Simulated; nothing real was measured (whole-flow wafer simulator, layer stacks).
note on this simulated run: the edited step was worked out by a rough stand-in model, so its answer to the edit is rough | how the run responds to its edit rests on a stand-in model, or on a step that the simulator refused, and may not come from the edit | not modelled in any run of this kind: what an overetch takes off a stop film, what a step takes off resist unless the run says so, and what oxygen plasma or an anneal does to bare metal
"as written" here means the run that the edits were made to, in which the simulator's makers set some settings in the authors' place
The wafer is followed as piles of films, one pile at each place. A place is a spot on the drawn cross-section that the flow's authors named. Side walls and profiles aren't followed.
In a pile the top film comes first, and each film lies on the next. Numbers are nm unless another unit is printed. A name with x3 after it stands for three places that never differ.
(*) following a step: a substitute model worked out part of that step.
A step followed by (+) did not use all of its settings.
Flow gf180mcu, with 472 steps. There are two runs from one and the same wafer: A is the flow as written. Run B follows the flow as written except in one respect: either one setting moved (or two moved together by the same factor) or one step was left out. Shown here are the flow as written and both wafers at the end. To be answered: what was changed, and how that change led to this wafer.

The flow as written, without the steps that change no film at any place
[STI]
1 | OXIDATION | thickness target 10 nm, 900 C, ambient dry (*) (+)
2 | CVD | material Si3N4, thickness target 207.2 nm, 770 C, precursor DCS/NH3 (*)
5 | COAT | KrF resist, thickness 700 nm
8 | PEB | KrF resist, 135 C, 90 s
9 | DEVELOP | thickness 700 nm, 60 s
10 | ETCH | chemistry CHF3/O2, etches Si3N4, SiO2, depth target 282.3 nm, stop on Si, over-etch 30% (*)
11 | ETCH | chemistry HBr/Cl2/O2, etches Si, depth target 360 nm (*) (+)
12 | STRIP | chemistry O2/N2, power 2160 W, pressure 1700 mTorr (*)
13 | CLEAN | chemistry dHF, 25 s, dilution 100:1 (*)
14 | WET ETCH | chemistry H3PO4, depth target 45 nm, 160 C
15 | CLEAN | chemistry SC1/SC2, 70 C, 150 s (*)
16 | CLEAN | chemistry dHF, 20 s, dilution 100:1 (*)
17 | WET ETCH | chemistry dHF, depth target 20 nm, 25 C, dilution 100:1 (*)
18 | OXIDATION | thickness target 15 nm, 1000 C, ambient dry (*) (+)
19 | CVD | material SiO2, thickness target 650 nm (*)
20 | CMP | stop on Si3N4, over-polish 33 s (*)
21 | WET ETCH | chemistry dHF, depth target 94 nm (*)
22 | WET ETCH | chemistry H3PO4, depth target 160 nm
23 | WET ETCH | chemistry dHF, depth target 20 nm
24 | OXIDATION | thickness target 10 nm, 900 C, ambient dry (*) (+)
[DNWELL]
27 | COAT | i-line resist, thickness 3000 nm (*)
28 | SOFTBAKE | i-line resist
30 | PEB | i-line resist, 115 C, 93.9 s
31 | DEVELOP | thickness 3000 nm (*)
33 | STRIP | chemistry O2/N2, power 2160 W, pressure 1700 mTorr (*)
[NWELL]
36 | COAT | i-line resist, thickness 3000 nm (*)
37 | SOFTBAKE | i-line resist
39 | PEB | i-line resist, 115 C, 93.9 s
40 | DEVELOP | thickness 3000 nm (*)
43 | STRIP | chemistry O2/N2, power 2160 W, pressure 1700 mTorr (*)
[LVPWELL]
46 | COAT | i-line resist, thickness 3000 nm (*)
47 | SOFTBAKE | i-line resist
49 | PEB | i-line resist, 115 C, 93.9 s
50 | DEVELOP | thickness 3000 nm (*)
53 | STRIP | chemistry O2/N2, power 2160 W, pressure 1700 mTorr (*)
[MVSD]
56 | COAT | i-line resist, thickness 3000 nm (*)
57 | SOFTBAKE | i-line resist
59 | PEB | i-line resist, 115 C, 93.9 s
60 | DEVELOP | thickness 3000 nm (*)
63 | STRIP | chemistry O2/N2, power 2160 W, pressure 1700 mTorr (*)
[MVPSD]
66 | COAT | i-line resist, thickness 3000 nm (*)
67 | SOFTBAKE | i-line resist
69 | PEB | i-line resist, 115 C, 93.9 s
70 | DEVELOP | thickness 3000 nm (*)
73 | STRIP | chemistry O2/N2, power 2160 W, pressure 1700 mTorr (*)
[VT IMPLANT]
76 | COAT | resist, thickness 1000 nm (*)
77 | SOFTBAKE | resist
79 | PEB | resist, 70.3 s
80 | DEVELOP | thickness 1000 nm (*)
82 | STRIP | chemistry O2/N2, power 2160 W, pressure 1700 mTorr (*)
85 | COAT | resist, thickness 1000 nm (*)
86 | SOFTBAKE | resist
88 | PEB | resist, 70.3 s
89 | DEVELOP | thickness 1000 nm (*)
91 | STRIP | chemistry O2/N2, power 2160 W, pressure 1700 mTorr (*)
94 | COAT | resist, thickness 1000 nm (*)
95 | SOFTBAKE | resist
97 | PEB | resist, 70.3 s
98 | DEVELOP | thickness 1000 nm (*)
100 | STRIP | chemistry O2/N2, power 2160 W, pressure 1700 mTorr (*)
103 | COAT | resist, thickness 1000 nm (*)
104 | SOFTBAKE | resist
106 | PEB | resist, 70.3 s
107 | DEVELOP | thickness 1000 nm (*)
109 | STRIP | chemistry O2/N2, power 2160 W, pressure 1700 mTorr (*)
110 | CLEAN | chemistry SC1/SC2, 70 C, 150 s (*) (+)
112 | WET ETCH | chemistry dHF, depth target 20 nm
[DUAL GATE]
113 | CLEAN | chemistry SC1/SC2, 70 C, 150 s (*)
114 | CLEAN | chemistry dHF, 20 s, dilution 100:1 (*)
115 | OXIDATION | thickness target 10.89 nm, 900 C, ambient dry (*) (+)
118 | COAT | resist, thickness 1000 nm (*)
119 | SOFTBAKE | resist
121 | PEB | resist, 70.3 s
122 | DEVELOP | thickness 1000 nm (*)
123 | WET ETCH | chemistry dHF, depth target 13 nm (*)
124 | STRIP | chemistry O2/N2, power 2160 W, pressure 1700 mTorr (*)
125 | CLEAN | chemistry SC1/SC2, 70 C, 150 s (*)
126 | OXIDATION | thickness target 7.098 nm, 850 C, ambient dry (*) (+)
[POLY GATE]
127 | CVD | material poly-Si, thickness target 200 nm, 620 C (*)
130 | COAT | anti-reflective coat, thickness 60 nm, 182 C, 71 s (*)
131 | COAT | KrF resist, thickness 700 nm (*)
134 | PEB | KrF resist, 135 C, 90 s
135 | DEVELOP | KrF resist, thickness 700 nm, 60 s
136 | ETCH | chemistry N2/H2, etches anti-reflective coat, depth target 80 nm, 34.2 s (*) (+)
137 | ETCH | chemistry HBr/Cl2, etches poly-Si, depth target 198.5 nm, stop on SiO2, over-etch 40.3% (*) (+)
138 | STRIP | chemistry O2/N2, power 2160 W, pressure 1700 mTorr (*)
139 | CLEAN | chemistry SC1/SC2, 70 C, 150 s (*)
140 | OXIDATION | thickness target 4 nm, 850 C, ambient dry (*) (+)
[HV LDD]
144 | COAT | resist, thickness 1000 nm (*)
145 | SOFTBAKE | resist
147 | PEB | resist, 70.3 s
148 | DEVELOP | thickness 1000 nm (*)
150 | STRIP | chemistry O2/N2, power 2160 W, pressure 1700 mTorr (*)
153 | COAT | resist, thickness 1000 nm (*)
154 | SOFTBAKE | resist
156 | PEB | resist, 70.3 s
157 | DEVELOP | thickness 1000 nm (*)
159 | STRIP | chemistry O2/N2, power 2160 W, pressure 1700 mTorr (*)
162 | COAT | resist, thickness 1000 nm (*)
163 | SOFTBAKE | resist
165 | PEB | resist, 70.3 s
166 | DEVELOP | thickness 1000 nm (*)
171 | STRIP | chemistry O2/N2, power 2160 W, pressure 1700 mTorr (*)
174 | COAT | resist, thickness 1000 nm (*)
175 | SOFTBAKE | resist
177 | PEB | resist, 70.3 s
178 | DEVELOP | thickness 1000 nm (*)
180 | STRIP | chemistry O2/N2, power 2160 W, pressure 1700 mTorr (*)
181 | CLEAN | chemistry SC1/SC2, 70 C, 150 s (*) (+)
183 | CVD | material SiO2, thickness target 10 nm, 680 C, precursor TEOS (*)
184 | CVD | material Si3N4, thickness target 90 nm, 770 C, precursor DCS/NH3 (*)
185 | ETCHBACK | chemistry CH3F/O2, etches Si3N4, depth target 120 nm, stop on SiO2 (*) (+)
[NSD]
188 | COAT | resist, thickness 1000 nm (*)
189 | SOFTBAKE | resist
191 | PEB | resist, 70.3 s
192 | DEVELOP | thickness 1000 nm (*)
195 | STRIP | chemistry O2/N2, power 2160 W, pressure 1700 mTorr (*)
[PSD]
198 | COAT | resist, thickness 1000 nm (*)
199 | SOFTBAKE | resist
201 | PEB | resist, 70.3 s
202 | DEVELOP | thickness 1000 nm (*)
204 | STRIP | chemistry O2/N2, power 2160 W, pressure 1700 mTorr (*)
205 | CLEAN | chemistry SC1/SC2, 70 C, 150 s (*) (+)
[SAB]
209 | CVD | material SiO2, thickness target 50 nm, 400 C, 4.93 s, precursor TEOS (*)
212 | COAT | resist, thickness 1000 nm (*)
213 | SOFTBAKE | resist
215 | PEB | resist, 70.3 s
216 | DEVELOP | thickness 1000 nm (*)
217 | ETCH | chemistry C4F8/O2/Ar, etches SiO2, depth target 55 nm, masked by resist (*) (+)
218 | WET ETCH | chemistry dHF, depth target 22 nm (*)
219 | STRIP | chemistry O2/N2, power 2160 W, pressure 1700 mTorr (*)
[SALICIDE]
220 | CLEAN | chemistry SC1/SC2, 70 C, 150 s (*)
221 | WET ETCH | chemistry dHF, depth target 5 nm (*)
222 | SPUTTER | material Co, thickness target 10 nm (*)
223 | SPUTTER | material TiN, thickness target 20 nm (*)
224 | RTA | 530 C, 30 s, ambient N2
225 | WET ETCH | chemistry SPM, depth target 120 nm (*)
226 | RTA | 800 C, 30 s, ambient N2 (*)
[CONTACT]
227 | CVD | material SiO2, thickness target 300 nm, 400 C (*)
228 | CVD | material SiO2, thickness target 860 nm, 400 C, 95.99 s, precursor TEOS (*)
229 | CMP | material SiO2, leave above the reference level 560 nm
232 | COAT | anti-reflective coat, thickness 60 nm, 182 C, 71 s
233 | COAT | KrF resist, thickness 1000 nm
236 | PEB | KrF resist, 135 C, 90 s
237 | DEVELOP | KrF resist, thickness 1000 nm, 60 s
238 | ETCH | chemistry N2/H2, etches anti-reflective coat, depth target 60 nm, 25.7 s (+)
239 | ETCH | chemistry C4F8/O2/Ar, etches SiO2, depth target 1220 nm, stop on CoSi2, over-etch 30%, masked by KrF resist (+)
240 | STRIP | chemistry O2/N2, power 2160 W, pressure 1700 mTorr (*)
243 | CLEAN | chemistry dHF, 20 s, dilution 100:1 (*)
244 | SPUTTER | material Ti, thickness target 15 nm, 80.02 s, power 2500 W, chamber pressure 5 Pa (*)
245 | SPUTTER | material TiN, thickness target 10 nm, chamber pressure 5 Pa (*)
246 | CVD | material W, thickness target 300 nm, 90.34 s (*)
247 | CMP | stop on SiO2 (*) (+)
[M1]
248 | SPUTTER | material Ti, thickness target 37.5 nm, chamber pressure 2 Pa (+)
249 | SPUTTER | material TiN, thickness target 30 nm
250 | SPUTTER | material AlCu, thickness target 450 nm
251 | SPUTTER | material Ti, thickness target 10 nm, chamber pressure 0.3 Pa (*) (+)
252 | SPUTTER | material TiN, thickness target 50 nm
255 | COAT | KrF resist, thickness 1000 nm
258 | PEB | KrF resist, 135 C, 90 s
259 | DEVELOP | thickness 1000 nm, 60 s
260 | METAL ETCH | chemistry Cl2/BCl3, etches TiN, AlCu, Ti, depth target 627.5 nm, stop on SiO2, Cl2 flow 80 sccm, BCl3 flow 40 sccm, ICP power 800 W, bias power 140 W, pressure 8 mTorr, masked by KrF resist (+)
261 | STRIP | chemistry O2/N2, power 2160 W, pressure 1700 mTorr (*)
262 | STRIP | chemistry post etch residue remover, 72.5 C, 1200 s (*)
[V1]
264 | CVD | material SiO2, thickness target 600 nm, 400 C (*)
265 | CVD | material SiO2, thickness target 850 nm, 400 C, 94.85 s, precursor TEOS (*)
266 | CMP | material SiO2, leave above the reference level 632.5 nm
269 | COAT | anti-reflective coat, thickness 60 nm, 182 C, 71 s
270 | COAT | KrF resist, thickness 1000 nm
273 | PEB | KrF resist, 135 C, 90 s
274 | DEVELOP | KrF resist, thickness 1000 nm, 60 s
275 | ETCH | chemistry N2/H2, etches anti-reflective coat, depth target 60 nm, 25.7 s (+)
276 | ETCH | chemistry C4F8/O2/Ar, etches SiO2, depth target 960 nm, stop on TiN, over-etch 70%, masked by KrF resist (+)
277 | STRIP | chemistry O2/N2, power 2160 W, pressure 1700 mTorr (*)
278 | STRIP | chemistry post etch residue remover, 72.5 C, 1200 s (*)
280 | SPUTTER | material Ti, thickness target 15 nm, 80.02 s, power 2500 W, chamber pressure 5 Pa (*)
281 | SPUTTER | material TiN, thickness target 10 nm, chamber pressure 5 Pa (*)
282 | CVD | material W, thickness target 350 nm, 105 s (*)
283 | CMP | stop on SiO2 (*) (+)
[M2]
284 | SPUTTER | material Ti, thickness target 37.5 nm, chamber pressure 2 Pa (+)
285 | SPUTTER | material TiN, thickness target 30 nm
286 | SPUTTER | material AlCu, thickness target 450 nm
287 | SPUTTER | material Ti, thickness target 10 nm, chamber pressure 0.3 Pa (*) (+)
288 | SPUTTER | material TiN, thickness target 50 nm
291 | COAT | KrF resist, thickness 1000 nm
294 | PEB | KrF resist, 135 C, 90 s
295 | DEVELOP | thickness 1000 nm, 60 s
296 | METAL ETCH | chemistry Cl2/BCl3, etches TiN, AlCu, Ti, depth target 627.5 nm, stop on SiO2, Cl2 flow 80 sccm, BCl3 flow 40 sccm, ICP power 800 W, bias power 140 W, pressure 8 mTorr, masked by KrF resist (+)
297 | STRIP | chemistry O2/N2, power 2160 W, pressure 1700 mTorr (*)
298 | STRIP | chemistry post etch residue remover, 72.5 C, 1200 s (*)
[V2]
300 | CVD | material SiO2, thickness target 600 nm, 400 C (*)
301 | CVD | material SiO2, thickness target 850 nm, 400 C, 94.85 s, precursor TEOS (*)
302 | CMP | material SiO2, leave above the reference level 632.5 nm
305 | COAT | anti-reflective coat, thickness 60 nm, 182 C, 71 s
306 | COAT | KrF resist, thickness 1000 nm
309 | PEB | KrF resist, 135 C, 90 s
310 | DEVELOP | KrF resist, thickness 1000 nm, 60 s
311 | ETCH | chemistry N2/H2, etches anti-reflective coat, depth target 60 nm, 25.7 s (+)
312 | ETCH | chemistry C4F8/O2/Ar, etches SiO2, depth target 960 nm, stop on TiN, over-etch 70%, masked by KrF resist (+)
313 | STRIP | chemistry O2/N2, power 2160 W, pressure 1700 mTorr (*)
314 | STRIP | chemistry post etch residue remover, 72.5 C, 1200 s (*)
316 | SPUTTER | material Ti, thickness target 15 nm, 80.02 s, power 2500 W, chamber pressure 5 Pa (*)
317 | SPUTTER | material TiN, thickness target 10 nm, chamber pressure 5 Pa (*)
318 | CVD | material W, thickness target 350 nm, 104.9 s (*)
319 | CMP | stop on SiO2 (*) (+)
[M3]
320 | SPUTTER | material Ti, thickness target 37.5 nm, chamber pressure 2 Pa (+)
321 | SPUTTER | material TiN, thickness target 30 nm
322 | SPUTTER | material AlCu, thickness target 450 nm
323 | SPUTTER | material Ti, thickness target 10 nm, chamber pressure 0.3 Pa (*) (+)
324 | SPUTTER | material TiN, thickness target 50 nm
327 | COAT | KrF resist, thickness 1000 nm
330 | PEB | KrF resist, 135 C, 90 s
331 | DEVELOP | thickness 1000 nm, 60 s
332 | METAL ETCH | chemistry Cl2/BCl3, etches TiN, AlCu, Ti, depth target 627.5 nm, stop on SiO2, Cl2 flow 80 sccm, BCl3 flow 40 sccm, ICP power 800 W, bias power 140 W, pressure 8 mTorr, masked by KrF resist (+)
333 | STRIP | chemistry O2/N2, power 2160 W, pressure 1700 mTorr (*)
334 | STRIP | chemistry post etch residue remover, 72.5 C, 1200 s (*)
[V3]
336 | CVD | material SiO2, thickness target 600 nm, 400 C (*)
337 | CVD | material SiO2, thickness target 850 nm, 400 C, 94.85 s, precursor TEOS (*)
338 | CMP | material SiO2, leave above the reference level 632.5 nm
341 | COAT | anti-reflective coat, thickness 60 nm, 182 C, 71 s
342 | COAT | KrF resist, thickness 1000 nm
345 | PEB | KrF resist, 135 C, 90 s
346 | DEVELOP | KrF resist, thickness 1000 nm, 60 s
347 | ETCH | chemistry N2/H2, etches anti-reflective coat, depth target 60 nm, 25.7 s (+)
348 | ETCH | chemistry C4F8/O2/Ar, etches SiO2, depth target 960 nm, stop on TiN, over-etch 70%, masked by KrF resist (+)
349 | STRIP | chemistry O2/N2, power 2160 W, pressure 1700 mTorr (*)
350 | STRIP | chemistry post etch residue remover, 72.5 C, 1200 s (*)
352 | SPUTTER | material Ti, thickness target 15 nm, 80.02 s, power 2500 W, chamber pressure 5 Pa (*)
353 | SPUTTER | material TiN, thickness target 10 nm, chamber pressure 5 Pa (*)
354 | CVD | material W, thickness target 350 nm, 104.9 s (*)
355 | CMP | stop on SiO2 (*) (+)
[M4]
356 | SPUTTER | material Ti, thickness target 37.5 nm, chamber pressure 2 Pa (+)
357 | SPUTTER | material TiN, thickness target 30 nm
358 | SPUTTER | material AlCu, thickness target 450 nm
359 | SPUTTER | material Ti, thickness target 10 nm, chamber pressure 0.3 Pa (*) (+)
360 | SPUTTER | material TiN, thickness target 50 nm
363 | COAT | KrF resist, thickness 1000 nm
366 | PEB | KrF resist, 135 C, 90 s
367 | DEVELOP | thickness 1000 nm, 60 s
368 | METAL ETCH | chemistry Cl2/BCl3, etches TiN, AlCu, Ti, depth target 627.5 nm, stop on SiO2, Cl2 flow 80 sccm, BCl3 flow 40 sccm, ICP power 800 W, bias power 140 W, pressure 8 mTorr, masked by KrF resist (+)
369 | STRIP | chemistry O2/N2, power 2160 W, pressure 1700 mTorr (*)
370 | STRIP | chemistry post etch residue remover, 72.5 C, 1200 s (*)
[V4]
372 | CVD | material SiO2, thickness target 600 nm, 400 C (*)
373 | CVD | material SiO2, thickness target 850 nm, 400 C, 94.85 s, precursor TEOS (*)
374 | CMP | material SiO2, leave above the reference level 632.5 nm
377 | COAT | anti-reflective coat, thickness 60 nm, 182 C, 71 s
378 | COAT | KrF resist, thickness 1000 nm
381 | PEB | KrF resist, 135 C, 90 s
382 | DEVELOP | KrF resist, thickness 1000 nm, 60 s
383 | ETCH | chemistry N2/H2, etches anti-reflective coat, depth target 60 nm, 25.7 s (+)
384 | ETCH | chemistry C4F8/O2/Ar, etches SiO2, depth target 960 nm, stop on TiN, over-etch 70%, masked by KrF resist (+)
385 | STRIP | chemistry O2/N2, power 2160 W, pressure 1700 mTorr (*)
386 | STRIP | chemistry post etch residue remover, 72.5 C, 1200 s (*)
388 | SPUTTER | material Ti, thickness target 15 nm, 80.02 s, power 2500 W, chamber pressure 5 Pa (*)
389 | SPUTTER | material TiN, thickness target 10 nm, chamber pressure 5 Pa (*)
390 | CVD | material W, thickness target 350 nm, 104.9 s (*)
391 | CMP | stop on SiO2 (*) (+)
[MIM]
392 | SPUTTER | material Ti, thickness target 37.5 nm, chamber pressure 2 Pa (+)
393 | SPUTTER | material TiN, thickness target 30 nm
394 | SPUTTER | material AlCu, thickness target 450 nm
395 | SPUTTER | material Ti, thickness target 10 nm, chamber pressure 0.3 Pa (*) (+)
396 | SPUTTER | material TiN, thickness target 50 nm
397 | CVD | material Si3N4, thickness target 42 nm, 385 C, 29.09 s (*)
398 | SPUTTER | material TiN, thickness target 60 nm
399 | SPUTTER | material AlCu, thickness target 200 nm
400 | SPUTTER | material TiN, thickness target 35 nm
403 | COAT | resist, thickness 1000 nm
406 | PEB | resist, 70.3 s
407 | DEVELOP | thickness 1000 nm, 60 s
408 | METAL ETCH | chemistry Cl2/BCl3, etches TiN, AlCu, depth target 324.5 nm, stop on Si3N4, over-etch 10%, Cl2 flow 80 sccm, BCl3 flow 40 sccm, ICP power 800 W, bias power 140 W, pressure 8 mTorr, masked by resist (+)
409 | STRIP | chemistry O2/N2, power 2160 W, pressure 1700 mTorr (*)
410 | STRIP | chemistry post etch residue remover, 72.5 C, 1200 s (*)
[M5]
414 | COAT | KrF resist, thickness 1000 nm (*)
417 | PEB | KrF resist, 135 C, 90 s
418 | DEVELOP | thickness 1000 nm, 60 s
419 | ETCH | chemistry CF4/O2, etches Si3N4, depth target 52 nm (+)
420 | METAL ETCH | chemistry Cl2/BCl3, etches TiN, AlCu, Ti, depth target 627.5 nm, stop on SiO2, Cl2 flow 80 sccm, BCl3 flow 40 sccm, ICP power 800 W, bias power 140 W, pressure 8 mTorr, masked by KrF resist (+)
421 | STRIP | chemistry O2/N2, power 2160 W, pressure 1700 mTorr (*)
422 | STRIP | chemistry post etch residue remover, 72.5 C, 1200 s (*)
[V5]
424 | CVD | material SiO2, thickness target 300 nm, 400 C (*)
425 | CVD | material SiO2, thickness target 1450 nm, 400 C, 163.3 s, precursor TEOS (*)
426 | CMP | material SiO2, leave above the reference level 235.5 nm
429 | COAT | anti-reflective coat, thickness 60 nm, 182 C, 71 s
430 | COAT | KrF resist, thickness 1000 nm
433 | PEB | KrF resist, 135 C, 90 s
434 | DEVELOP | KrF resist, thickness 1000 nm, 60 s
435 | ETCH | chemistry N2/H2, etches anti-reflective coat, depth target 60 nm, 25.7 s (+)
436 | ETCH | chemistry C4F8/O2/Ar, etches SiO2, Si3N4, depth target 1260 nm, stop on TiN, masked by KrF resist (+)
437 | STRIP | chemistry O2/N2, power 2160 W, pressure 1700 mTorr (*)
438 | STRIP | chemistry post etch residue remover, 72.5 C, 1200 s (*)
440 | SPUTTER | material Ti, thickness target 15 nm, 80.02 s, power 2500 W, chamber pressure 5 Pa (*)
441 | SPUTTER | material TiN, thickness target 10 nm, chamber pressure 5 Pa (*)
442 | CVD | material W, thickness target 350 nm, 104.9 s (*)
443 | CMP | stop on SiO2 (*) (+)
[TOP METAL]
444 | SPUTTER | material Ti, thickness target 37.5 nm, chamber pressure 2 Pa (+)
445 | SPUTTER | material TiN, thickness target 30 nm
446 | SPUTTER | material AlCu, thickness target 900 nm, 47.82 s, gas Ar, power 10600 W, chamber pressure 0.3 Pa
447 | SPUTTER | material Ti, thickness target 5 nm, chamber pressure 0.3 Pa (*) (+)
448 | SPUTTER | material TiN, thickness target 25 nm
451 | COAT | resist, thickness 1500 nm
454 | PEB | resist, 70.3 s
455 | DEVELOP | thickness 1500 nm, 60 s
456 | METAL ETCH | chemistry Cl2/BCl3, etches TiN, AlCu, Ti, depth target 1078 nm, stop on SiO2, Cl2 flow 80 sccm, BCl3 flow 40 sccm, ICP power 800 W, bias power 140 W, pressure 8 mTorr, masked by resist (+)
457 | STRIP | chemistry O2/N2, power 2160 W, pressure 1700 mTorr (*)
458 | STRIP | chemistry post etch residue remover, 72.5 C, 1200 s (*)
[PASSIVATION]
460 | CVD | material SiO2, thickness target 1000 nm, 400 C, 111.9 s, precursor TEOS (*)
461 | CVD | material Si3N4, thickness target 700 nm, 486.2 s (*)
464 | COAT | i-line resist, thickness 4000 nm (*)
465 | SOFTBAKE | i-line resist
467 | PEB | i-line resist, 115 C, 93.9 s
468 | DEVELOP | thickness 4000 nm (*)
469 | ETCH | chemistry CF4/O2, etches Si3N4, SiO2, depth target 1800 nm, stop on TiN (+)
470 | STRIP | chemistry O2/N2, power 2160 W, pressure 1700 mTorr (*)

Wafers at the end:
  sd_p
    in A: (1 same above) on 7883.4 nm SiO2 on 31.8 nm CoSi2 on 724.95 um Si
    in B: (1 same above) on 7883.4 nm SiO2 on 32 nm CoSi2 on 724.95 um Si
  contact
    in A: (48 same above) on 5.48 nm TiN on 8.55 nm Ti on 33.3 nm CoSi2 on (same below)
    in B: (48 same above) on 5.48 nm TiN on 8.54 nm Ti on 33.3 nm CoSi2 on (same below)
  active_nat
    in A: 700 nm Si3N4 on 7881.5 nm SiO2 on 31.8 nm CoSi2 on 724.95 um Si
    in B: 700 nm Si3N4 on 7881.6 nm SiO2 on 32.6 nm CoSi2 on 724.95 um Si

Cause: step 185, ETCHBACK: depth target 171 nm was run, though the flow has depth target 120 nm.

Step by step, how the change led to this:
  185 | ETCHBACK | chemistry CH3F/O2, etches Si3N4, depth target 120 nm, stop on SiO2 (*) (+)
      field, field__w1, field__w2 and 100 more: A -90 Si3N4 (all of it), -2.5 SiO2 | B -90 Si3N4 (all of it), -6.75 SiO2
  189 | SOFTBAKE | resist
      field_sub__w1: A +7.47 resist | B +9.59 resist
      nw_enc_fld: A +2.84 resist | B +0.98 resist
      (and at 1 other place as well)
  199 | SOFTBAKE | resist
      field_sub__w1: A +7.47 resist | B +9.59 resist
      nw_enc_fld: A +4.22 resist | B +1.96 resist
      (and at 1 other place as well)
  213 | SOFTBAKE | resist
      field__w5: A +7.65 resist | B +7.12 resist
      npoly_sal: A -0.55 resist | B -1.06 resist
  218 | WET ETCH | chemistry dHF, depth target 22 nm (*)
      gate, gate_hv, gate_p and 23 more: A -5.48 SiO2 (all of it) | B -1.23 SiO2 (all of it)
      active, p_well, sd_n, iso_ptap_pw, iso_ntap_nw, iso_ptap_sub, vpnp_e: A -9.01 SiO2 (all of it) | B -4.76 SiO2 (all of it)
      (and at 16 other places as well)
  222 | SPUTTER | material Co, thickness target 10 nm (*)
      field__w2: A +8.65 Co (new film) | B +9.25 Co (new film)
      field__w3: A +8.06 Co (new film) | B +8.78 Co (new film)
      (and at 1 other place as well)
  223 | SPUTTER | material TiN, thickness target 20 nm (*)
      field__w2: A +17 TiN (new film) | B +18.2 TiN (new film)
      field__w3: A +15.7 TiN (new film) | B +17.2 TiN (new film)
      (and at 4 other places as well)
  224 | RTA | 530 C, 30 s, ambient N2
      ld_sd_n: A under 1 film: +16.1 CoSi (new film), -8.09 Co (all of it), -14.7 Si | B under 1 film: +17 CoSi (new film), -8.55 Co (all of it), -15.5 Si
      ld_drn_n: A under 1 film: +17.9 CoSi (new film), -9.02 Co (all of it), -16.4 Si | B under 1 film: +18.6 CoSi (new film), -9.35 Co (all of it), -17 Si
      (and at 1 other place as well)
  225 | WET ETCH | chemistry SPM, depth target 120 nm (*)
      field__w2: A -17 TiN (all of it), -8.65 Co (all of it) | B -18.2 TiN (all of it), -9.25 Co (all of it)
      field__w3: A -15.7 TiN (all of it), -8.06 Co (all of it) | B -17.2 TiN (all of it), -8.78 Co (all of it)
      (and at 4 other places as well)
  226 | RTA | 800 C, 30 s, ambient N2 (*)
      active_nat: A +31.8 CoSi2 (new film), -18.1 CoSi (all of it), -16.5 Si | B +32.6 CoSi2 (new film), -18.6 CoSi (all of it), -16.9 Si
      ld_sd_n: A +28.3 CoSi2 (new film), -16.1 CoSi (all of it), -14.7 Si | B +29.9 CoSi2 (new film), -17 CoSi (all of it), -15.5 Si
      (and at 3 other places as well)
  229 | CMP | material SiO2, leave above the reference level 560 nm
      field__w2: A -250 SiO2 | B -244.8 SiO2
      field__w3: A -232.3 SiO2 | B -227 SiO2
      (and at 2 other places as well)
